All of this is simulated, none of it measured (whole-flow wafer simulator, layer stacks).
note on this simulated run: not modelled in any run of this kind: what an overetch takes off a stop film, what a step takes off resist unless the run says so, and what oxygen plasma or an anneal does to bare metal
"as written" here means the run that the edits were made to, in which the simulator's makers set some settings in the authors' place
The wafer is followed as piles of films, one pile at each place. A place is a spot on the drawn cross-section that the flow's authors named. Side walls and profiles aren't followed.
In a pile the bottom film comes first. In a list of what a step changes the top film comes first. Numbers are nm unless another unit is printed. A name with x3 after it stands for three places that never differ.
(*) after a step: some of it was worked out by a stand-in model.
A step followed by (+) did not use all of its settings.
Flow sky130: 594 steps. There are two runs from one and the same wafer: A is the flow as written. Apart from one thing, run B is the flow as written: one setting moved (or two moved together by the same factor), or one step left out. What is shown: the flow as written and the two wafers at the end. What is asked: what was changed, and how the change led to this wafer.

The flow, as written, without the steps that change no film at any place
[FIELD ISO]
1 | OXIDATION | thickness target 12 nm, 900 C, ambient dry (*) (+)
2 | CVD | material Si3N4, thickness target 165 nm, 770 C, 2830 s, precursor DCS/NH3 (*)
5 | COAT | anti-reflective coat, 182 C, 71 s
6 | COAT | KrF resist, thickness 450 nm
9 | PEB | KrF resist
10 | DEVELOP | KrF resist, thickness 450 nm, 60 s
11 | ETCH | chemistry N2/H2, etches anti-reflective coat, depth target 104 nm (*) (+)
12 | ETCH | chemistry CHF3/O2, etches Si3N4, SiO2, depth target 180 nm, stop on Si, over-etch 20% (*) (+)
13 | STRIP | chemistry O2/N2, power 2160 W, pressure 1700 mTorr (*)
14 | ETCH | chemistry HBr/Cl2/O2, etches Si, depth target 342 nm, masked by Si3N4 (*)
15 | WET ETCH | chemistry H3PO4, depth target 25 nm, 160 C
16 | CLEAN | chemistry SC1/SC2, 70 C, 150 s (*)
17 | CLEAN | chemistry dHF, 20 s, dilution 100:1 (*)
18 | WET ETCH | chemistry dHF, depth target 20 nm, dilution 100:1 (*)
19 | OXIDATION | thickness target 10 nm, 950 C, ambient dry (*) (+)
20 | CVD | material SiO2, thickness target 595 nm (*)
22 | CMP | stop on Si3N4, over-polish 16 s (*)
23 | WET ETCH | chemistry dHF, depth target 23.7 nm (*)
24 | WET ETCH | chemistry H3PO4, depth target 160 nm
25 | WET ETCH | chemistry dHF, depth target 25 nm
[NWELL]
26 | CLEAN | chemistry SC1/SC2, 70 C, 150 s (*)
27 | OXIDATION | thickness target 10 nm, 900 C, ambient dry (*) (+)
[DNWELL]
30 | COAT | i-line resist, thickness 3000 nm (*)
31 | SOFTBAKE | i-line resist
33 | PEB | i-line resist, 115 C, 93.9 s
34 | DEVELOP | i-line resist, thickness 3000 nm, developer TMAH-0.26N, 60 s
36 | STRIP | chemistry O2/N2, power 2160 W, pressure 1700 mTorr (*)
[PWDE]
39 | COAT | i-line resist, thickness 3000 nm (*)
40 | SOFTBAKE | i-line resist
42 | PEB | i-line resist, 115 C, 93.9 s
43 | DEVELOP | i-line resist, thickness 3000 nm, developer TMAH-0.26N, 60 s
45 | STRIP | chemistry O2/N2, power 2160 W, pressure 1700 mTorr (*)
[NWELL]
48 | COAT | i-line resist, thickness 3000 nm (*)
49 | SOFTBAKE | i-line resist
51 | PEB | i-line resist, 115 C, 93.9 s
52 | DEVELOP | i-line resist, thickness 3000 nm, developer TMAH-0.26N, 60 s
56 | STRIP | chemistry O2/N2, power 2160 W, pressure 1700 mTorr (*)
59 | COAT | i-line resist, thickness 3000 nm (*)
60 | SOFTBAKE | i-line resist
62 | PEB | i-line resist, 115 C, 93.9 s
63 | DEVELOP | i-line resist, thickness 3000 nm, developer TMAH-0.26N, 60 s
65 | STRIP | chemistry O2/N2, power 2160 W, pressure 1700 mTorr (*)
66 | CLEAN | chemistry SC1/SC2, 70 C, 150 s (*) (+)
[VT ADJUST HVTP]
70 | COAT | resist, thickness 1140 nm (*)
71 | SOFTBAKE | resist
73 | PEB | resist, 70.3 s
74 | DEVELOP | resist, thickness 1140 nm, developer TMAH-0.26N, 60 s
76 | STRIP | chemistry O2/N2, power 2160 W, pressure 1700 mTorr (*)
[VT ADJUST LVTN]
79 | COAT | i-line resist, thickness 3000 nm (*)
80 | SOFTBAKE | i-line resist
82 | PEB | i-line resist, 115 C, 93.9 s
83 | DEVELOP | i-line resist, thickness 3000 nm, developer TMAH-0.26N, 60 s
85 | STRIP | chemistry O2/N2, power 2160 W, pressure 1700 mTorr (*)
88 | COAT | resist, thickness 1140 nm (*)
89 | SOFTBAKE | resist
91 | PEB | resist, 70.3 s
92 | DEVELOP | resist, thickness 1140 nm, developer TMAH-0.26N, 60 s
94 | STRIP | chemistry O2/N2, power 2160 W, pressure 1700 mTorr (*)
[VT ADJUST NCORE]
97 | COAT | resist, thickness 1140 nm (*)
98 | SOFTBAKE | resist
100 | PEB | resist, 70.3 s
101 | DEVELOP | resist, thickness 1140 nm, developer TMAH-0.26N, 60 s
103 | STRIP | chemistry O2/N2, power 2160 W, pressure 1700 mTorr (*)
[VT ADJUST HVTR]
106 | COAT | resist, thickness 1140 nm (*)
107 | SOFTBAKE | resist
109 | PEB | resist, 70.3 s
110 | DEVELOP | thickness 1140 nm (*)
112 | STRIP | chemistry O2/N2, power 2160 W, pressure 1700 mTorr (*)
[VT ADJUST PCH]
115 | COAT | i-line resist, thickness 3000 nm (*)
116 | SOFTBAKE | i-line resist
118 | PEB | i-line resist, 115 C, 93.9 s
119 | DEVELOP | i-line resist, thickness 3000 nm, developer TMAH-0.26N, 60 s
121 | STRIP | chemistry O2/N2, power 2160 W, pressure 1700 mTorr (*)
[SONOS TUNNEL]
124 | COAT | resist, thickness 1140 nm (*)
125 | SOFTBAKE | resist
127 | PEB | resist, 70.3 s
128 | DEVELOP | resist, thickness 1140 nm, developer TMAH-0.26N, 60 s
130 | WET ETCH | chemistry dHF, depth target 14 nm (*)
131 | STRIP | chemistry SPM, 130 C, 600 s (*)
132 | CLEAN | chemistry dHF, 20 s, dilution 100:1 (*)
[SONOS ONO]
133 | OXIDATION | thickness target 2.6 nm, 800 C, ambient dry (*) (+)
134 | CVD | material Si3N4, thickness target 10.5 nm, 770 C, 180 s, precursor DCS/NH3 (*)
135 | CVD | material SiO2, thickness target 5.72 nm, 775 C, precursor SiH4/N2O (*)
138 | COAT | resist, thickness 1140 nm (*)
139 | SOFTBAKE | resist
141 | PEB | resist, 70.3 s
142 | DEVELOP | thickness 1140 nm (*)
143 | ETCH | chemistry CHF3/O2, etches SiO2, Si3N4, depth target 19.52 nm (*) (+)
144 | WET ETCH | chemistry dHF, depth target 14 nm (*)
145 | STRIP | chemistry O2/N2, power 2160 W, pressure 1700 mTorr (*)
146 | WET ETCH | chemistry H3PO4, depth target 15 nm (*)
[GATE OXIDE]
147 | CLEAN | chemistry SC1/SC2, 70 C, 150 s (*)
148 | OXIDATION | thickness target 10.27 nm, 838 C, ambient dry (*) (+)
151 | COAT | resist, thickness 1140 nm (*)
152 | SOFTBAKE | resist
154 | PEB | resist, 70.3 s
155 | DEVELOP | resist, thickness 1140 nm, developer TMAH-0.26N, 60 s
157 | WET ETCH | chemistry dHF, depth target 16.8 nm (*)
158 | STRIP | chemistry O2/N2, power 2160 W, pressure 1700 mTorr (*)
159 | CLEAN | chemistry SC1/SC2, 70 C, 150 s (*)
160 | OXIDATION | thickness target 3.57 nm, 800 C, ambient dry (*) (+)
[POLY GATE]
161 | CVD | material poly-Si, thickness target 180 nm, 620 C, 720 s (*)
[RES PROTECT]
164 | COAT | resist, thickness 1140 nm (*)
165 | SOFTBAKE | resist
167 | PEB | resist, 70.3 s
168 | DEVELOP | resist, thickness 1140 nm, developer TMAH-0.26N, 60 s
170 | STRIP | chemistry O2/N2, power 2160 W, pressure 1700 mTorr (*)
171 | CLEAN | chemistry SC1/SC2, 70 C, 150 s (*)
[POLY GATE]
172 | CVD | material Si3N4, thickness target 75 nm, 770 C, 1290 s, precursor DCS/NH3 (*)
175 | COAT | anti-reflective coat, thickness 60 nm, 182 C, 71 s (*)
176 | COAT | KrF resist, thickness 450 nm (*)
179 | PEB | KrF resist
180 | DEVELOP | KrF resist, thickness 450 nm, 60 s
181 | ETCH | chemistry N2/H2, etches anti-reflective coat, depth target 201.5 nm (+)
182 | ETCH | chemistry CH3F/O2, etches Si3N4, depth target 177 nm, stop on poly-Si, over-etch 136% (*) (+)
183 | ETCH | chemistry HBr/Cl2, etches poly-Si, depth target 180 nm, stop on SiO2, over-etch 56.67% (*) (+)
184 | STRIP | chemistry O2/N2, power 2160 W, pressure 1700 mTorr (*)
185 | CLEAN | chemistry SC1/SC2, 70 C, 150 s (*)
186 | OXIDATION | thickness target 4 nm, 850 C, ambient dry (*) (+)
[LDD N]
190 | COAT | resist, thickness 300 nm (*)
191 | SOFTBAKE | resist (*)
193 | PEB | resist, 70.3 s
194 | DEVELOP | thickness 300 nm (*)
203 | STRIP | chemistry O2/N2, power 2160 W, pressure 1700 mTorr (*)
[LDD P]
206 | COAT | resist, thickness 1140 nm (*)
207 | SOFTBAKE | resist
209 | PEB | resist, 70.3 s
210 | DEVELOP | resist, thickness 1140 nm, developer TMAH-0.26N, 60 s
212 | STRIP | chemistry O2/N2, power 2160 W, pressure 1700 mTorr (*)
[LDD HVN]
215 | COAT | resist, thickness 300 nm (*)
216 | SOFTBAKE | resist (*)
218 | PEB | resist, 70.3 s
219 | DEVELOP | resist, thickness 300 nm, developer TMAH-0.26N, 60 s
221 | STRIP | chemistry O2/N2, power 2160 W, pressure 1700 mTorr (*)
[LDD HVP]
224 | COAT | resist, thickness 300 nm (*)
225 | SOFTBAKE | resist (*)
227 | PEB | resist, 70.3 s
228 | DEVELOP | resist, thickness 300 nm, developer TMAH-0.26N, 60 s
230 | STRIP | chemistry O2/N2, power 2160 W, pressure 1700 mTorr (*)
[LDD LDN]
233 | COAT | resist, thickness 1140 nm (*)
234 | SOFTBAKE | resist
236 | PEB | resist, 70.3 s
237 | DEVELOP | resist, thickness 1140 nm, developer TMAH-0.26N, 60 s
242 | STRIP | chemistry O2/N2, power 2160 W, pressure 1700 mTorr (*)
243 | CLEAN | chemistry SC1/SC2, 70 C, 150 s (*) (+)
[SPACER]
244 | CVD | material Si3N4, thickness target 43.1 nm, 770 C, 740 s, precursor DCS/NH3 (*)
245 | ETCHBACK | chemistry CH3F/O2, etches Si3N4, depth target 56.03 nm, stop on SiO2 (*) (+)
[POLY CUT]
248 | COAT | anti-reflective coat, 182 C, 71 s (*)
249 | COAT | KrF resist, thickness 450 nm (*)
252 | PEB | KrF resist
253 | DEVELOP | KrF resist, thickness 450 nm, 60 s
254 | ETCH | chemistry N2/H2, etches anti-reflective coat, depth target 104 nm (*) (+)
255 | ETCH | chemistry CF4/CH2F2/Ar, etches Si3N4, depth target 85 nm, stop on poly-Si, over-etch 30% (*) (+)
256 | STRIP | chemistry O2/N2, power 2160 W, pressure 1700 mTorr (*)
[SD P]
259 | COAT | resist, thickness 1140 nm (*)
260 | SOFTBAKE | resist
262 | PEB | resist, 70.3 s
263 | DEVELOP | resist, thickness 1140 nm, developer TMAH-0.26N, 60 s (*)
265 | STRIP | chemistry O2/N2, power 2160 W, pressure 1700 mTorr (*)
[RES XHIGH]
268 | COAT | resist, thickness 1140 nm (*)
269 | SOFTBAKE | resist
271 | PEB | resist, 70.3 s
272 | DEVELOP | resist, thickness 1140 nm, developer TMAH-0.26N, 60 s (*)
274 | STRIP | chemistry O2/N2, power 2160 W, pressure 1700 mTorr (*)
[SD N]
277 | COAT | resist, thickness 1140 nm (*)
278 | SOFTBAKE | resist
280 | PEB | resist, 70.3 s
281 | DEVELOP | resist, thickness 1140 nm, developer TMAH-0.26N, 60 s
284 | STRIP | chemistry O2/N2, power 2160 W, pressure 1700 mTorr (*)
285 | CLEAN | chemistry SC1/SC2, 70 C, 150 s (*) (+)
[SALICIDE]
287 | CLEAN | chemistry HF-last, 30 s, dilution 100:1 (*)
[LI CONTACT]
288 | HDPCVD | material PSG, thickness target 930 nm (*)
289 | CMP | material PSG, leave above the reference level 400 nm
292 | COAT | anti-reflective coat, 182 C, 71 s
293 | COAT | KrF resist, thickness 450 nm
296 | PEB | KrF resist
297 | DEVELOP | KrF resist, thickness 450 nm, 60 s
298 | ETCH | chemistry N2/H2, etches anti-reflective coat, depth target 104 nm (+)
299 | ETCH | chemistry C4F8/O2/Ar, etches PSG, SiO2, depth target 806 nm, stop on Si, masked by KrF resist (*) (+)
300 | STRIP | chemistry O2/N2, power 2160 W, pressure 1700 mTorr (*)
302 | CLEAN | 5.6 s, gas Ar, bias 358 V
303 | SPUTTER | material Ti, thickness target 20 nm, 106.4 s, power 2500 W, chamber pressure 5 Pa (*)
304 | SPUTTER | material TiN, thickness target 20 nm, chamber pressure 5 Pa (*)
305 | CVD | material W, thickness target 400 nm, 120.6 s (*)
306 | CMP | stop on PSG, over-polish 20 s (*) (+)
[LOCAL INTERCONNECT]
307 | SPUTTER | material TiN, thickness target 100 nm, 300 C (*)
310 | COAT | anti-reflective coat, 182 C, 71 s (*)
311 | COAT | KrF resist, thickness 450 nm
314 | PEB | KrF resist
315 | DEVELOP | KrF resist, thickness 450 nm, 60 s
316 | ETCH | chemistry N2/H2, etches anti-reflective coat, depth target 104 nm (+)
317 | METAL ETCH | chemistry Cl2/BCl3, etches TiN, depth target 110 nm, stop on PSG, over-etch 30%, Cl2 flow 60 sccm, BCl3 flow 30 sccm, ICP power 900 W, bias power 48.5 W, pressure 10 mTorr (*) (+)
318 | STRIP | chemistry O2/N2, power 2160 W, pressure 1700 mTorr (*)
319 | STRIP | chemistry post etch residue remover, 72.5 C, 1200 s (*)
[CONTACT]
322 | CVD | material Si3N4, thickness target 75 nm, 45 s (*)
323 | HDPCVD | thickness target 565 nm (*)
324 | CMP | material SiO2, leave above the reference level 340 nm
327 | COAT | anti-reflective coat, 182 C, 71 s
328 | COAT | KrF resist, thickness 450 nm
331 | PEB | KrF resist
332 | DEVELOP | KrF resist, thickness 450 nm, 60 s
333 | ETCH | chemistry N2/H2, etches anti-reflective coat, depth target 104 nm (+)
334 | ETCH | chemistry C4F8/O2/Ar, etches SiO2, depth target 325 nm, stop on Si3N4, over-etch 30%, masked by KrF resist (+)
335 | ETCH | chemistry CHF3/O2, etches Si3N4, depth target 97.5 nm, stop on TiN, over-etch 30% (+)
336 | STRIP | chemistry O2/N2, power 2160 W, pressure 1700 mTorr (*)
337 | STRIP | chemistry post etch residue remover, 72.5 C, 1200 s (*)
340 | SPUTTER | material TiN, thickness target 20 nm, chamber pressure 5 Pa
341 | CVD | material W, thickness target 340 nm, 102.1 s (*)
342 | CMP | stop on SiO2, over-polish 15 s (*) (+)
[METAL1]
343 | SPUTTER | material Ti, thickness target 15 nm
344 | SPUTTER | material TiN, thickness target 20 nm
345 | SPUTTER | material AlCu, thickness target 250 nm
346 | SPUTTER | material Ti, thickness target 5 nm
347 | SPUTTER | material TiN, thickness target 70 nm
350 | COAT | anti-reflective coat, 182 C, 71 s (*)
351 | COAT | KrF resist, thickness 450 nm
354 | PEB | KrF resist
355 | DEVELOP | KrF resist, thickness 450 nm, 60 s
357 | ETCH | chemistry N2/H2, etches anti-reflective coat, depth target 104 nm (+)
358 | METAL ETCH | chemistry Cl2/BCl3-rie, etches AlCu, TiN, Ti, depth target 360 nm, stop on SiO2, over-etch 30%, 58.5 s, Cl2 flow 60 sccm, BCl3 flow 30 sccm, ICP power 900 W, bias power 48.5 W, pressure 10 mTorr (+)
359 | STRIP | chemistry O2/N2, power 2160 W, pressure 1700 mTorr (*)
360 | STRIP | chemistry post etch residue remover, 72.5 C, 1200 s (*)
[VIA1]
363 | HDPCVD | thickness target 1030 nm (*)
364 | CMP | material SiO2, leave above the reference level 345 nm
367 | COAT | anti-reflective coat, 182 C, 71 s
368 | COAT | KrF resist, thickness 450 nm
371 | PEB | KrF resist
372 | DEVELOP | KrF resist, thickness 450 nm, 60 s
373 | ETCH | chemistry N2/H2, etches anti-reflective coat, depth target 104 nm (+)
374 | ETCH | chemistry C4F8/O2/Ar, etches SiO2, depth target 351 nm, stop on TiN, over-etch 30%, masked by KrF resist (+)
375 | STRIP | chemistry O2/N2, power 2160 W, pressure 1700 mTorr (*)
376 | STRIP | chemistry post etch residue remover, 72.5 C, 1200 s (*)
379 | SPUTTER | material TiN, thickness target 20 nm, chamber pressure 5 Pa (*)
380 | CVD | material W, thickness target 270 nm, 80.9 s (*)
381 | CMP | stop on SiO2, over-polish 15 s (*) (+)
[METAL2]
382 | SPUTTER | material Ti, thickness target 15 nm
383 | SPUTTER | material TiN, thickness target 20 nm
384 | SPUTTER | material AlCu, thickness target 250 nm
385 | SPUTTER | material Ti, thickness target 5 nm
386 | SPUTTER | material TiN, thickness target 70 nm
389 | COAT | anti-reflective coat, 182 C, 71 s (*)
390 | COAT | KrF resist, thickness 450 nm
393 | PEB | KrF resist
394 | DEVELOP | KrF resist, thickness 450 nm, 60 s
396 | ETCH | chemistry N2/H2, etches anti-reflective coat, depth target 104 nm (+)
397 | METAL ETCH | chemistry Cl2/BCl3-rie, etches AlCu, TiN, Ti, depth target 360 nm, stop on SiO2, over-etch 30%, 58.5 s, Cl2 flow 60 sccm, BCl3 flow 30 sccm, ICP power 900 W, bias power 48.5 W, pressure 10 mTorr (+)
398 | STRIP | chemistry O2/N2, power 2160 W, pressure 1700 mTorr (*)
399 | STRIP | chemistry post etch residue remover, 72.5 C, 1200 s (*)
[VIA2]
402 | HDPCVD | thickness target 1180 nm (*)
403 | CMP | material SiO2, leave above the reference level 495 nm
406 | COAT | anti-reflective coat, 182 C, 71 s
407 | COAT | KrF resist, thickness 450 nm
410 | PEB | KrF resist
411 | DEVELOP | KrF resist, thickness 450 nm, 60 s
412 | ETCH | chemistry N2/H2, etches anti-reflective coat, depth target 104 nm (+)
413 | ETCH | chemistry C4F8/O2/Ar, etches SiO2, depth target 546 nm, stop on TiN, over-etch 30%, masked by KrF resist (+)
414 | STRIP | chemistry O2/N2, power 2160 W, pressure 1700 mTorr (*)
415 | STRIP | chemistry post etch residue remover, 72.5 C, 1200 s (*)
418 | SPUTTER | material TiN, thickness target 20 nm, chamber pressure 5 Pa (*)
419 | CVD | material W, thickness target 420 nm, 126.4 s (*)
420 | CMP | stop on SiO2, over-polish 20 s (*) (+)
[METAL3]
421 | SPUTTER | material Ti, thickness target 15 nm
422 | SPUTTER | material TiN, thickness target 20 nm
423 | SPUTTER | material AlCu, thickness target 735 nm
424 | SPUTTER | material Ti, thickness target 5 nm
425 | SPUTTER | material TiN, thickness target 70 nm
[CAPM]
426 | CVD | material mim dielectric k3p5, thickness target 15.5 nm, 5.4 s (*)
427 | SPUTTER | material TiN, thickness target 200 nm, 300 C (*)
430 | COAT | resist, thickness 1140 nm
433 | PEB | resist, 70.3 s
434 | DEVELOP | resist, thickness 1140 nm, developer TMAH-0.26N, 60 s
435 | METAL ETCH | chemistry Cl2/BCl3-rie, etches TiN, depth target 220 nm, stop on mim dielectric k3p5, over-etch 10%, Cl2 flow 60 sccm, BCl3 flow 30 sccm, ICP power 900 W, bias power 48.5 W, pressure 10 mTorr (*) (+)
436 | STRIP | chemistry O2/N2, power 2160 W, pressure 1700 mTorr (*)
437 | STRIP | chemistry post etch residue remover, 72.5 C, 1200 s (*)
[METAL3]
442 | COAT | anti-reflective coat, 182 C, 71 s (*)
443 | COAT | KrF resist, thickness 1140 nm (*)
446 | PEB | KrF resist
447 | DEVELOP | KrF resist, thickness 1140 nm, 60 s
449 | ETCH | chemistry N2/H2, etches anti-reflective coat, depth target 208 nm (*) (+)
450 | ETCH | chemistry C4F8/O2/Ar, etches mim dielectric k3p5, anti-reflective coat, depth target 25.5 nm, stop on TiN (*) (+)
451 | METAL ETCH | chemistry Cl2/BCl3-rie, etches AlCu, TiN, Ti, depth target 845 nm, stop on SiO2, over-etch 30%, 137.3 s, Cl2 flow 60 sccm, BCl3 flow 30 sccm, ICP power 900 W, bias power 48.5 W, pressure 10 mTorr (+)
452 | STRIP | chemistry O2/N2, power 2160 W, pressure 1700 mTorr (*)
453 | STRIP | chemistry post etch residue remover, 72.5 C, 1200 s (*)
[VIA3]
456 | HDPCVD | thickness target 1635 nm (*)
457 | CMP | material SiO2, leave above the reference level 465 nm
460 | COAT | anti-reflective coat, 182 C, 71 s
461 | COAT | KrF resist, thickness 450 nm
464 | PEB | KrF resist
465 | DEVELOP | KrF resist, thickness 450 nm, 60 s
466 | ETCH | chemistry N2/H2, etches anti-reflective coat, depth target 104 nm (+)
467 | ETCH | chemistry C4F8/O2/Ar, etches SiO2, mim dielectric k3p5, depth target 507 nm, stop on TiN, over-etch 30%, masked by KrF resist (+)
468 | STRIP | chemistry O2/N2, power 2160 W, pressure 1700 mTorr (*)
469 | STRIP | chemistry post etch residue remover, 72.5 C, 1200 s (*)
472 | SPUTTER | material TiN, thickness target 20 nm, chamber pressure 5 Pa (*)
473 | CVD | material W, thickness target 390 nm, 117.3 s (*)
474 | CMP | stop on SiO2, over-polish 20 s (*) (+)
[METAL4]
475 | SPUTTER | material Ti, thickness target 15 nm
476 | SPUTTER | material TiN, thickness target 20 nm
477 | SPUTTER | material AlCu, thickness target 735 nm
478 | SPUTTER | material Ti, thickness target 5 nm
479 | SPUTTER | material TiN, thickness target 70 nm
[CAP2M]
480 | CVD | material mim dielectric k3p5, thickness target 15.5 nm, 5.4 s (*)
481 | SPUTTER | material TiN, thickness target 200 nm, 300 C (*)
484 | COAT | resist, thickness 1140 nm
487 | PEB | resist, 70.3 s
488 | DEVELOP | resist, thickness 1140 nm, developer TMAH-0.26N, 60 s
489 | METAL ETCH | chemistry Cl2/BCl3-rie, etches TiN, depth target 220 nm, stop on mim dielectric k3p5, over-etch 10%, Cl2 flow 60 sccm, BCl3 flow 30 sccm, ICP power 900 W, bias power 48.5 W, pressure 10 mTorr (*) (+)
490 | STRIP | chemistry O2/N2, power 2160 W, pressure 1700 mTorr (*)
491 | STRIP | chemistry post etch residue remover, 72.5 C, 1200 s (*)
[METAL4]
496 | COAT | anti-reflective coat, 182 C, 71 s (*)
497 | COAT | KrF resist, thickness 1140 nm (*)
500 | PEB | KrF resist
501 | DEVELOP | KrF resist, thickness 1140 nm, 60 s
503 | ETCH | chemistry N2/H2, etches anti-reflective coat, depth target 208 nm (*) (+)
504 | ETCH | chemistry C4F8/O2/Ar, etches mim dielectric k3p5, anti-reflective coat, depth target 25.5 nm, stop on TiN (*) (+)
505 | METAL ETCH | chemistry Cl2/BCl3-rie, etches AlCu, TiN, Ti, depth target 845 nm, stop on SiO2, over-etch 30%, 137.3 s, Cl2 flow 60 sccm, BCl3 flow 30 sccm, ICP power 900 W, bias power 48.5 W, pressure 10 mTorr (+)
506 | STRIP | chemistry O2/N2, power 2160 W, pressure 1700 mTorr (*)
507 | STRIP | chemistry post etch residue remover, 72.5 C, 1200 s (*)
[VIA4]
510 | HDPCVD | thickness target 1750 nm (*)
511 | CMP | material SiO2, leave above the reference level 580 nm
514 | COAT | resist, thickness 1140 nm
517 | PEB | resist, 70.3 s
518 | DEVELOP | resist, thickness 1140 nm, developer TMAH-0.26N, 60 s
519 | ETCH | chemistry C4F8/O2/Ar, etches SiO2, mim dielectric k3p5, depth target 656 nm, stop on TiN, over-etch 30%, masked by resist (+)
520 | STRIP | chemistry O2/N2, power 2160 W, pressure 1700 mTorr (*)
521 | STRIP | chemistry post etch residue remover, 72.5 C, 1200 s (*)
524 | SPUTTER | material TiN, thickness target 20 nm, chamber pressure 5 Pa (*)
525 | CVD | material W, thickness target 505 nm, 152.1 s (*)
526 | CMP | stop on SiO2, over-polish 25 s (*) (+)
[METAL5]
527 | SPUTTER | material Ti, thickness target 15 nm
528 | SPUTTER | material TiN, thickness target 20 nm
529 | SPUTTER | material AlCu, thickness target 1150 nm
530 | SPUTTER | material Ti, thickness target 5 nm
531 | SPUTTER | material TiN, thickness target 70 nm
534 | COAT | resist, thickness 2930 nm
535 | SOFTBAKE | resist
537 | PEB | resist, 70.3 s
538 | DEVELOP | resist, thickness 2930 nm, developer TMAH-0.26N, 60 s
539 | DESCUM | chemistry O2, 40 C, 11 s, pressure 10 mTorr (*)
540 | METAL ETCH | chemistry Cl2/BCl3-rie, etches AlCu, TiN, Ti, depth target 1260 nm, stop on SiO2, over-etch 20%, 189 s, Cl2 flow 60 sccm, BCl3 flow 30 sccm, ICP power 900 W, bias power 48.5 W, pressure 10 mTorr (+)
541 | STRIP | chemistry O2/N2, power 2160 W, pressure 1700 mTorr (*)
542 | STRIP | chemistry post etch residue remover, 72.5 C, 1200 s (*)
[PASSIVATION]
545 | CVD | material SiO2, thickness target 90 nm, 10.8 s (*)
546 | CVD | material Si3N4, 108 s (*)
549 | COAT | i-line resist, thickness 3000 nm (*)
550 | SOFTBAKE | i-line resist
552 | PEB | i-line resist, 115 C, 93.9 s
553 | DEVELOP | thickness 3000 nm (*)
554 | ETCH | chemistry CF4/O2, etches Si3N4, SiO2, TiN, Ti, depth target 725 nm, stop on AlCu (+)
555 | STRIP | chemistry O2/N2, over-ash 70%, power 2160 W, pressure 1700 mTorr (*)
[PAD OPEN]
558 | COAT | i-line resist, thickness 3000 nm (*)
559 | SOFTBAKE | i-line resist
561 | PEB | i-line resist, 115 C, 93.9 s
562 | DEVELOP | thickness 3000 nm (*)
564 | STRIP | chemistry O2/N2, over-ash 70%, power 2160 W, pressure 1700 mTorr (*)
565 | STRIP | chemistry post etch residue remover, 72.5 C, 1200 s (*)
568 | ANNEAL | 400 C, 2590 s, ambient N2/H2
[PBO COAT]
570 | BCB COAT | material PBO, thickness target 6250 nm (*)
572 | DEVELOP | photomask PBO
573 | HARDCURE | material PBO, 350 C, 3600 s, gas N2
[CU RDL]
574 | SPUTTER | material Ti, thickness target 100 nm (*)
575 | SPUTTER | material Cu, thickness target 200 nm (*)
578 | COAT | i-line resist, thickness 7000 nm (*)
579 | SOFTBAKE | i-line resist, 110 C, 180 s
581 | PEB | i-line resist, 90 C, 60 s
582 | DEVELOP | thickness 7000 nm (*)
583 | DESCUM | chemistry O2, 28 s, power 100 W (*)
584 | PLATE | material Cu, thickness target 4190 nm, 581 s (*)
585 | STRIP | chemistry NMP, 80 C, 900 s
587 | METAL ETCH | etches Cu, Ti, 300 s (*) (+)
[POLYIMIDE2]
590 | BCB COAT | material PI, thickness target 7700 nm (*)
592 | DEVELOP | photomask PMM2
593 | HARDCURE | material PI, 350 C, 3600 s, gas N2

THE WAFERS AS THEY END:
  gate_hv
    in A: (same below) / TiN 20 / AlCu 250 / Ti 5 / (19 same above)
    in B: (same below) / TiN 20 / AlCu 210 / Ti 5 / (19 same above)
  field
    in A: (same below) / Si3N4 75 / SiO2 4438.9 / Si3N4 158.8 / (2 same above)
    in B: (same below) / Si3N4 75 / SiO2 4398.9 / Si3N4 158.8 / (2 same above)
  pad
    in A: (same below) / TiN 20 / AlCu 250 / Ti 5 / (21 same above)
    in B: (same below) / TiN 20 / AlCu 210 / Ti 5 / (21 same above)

Cause: step 384, SPUTTER: thickness target 210 nm was run, while the flow as written has thickness target 250 nm.
The wafer itself shows it: gate_hv has AlCu 210, and step 384 as written asks for 250 nm.

The path from the change to this, step by step:
  384 | SPUTTER | material AlCu, thickness target 250 nm
      field, active, n_well and 188 more: A AlCu gains 250 (new film) | B AlCu gains 210 (new film)
  397 | METAL ETCH | chemistry Cl2/BCl3-rie, etches AlCu, TiN, Ti, depth target 360 nm, stop on SiO2, over-etch 30%, 58.5 s, Cl2 flow 60 sccm, BCl3 flow 30 sccm, ICP power 900 W, bias power 48.5 W, pressure 10 mTorr (+)
      field, active, gate and 82 more: A TiN loses 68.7 (all of it), Ti loses 5 (all of it), AlCu loses 250 (all of it), TiN loses 20 (all of it), Ti loses 15 (all of it), SiO2 loses 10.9 | B TiN loses 68.7 (all of it), Ti loses 5 (all of it), AlCu loses 210 (all of it), TiN loses 20 (all of it), Ti loses 15 (all of it), SiO2 loses 14.9
  403 | CMP | material SiO2, leave above the reference level 495 nm
      field, active, gate and 82 more: A SiO2 loses 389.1 | B SiO2 loses 425.1
